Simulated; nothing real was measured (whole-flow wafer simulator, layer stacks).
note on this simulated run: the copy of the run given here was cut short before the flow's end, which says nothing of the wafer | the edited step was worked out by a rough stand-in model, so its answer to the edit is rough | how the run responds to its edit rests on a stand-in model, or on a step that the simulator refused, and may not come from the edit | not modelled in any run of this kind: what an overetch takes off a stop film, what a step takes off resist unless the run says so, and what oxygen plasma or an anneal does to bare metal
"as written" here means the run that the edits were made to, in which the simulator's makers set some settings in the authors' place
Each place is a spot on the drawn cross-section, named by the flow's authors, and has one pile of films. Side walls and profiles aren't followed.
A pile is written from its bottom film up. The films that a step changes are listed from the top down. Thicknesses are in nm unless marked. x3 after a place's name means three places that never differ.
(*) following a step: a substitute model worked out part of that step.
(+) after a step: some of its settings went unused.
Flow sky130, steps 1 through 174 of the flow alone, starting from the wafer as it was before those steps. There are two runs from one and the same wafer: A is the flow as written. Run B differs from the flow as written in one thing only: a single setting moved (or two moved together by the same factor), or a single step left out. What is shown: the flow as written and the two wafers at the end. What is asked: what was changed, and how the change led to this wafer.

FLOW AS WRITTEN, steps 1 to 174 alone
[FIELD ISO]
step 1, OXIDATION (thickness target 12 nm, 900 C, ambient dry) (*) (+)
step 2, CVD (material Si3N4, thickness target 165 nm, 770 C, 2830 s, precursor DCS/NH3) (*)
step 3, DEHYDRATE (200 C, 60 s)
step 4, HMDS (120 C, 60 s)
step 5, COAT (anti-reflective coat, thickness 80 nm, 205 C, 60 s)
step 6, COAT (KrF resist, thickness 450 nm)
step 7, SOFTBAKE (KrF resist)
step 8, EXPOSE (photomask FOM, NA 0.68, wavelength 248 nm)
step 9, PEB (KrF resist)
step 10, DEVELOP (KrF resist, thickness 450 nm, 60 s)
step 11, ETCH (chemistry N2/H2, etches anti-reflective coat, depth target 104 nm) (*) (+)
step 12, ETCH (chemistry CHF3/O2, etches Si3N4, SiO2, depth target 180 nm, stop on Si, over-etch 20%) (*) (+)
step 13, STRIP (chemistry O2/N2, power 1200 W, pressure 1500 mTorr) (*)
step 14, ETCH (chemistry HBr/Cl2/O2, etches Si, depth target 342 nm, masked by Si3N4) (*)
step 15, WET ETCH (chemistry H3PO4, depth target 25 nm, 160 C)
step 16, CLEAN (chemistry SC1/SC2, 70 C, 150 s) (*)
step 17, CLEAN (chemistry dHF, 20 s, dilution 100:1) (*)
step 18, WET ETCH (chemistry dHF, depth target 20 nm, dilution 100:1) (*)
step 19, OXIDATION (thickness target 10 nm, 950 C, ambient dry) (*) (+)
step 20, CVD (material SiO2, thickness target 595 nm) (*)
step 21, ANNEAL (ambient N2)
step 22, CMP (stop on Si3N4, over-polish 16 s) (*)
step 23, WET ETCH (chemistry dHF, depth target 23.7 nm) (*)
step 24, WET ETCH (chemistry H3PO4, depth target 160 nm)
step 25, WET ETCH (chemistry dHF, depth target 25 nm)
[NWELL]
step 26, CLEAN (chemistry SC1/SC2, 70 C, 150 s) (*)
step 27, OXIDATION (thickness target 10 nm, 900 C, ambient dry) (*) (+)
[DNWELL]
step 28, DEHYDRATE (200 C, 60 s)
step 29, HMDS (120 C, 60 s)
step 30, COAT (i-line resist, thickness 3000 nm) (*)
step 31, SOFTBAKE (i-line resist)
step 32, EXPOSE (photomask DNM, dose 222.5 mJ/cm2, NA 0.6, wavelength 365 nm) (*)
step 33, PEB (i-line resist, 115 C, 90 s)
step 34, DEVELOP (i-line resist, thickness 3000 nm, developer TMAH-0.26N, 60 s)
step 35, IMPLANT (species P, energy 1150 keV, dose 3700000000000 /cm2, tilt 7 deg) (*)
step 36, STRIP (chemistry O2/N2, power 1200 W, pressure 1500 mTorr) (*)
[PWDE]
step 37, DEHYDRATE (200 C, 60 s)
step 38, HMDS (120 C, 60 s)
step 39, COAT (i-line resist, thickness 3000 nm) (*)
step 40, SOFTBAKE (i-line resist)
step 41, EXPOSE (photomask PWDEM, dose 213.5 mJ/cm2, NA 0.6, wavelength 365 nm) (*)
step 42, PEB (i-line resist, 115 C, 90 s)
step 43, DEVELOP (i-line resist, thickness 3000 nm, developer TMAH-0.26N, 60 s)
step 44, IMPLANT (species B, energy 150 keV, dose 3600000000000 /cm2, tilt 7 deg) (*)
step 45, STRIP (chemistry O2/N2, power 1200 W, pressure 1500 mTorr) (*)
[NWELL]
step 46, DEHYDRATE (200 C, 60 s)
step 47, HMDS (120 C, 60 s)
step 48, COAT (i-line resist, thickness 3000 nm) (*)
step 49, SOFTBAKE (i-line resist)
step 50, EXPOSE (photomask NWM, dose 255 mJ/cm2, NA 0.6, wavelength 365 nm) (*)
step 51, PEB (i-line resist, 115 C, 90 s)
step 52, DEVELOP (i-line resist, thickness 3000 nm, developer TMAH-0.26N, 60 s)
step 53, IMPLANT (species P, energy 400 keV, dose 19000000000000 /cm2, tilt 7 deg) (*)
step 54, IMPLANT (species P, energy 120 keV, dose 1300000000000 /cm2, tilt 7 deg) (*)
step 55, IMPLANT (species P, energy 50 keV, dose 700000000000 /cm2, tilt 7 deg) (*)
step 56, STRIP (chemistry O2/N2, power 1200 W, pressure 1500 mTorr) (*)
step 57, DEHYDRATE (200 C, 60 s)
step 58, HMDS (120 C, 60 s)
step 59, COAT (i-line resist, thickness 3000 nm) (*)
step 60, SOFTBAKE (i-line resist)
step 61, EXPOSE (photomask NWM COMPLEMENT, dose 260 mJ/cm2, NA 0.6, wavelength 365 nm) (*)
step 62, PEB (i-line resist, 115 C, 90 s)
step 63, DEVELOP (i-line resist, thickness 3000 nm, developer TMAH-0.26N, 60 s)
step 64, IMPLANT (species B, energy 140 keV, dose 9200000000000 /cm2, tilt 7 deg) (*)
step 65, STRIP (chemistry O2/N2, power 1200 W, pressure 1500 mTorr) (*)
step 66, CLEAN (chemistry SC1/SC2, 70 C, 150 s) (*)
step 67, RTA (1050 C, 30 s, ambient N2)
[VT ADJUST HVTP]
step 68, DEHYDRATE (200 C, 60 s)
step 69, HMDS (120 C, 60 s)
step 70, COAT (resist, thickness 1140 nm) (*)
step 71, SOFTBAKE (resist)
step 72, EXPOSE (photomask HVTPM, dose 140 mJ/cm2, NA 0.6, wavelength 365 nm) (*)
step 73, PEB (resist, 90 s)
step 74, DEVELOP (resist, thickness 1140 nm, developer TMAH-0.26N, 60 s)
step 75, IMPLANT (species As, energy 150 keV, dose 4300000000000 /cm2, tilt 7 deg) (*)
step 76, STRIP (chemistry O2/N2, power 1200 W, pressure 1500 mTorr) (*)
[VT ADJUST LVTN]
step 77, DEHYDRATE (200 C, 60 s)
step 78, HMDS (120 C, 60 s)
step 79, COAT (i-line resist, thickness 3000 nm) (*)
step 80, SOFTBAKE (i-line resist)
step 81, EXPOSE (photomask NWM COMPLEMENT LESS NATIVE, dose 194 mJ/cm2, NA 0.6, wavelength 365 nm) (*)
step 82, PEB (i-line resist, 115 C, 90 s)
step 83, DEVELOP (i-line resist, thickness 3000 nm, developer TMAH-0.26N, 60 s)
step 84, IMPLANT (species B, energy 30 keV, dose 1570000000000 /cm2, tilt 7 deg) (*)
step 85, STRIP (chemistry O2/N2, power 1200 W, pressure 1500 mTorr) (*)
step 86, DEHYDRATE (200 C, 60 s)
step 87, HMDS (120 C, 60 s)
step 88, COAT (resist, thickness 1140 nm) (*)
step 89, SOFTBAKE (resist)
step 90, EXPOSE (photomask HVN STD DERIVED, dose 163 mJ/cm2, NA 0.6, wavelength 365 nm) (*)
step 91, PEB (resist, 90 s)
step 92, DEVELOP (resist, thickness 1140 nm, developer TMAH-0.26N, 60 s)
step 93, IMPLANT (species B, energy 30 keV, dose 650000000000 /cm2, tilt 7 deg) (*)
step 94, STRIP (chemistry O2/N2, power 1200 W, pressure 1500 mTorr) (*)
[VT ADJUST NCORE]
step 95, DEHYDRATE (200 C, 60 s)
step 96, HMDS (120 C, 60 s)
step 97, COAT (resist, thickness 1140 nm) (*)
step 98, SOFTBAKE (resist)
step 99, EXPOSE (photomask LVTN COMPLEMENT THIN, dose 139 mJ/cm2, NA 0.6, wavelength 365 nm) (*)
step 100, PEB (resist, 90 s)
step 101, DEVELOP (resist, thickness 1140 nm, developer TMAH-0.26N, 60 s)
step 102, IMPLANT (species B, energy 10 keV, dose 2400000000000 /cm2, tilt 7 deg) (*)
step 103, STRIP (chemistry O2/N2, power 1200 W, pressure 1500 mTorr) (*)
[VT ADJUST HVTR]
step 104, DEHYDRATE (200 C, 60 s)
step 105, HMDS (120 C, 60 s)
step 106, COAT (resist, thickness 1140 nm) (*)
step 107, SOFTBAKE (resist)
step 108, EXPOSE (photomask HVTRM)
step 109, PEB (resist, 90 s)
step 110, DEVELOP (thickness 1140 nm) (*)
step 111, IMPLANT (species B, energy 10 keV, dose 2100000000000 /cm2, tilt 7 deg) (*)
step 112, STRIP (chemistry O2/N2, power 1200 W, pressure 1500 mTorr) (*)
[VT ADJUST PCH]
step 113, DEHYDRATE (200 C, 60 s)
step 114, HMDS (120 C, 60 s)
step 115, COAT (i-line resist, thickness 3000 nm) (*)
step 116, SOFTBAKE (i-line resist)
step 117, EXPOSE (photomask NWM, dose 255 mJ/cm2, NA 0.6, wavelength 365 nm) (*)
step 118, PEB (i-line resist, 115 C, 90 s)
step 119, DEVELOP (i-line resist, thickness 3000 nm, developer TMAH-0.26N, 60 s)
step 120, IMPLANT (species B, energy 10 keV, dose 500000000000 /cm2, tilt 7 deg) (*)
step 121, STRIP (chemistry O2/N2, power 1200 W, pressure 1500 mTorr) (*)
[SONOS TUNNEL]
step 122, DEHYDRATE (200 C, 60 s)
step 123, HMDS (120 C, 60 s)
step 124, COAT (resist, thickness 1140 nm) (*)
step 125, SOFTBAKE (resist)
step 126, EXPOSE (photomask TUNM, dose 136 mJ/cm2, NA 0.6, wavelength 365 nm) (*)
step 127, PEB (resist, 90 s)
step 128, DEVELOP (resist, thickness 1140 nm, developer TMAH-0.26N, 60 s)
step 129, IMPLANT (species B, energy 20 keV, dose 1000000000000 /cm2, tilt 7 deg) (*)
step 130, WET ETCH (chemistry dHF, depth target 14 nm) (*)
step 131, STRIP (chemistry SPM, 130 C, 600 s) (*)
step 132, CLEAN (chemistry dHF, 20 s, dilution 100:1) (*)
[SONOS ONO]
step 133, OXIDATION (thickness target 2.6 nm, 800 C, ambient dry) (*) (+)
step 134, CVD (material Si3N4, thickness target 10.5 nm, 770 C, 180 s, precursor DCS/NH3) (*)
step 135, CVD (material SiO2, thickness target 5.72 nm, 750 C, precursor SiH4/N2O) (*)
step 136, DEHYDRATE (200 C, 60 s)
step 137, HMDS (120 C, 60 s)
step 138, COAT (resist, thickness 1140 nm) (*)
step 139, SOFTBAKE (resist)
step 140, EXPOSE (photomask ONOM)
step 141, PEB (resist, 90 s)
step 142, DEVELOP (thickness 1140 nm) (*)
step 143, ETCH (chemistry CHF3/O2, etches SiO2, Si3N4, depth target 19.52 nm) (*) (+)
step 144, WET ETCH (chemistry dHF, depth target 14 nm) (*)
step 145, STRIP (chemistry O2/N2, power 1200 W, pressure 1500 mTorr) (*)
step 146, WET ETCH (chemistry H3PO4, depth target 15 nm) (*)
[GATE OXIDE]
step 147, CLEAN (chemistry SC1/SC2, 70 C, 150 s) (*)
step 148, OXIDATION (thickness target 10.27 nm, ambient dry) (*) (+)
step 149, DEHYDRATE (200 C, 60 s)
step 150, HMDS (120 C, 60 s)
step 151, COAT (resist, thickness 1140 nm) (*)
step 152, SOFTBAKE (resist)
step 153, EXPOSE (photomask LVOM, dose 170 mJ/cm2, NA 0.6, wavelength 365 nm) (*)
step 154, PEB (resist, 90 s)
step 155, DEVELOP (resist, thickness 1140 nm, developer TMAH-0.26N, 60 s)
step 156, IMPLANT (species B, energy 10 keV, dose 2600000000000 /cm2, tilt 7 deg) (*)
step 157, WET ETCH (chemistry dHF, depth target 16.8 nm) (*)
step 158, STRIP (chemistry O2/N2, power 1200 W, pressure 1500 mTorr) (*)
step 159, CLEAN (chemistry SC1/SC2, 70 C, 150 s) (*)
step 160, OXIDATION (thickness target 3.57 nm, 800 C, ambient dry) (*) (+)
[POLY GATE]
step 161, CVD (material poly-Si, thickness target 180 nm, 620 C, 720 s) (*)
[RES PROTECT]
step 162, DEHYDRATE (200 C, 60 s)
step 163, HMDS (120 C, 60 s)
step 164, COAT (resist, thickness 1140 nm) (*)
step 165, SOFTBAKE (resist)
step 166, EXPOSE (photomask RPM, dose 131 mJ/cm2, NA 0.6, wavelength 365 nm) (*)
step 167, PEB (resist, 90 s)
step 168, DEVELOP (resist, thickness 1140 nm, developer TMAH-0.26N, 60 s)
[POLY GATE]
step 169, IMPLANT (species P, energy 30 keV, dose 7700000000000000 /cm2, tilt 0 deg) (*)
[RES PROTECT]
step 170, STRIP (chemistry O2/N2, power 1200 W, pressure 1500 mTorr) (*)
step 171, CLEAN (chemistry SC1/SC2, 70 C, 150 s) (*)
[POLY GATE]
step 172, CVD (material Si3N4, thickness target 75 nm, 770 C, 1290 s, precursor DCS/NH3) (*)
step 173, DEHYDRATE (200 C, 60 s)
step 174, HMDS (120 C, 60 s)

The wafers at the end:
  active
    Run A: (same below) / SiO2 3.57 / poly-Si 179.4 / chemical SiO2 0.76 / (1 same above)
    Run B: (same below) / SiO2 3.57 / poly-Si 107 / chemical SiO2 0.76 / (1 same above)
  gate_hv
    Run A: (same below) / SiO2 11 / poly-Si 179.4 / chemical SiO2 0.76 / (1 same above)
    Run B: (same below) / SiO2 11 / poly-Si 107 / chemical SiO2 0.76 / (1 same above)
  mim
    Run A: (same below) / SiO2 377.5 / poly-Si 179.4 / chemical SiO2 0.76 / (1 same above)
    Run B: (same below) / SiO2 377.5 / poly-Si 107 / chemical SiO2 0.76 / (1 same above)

Cause: step 161, CVD: 432 s was run, whereas the flow has 720 s.

The path from the change to this, step by step:
  step 161, CVD (material poly-Si, thickness target 180 nm, 620 C, 720 s) (*)
      field, active, n_well and 186 more: A poly-Si gains 180 (new film) | B poly-Si gains 107.6 (new film)
      ndiff_dn: A poly-Si gains 215.7 (new film) | B poly-Si gains 131.6 (new film)
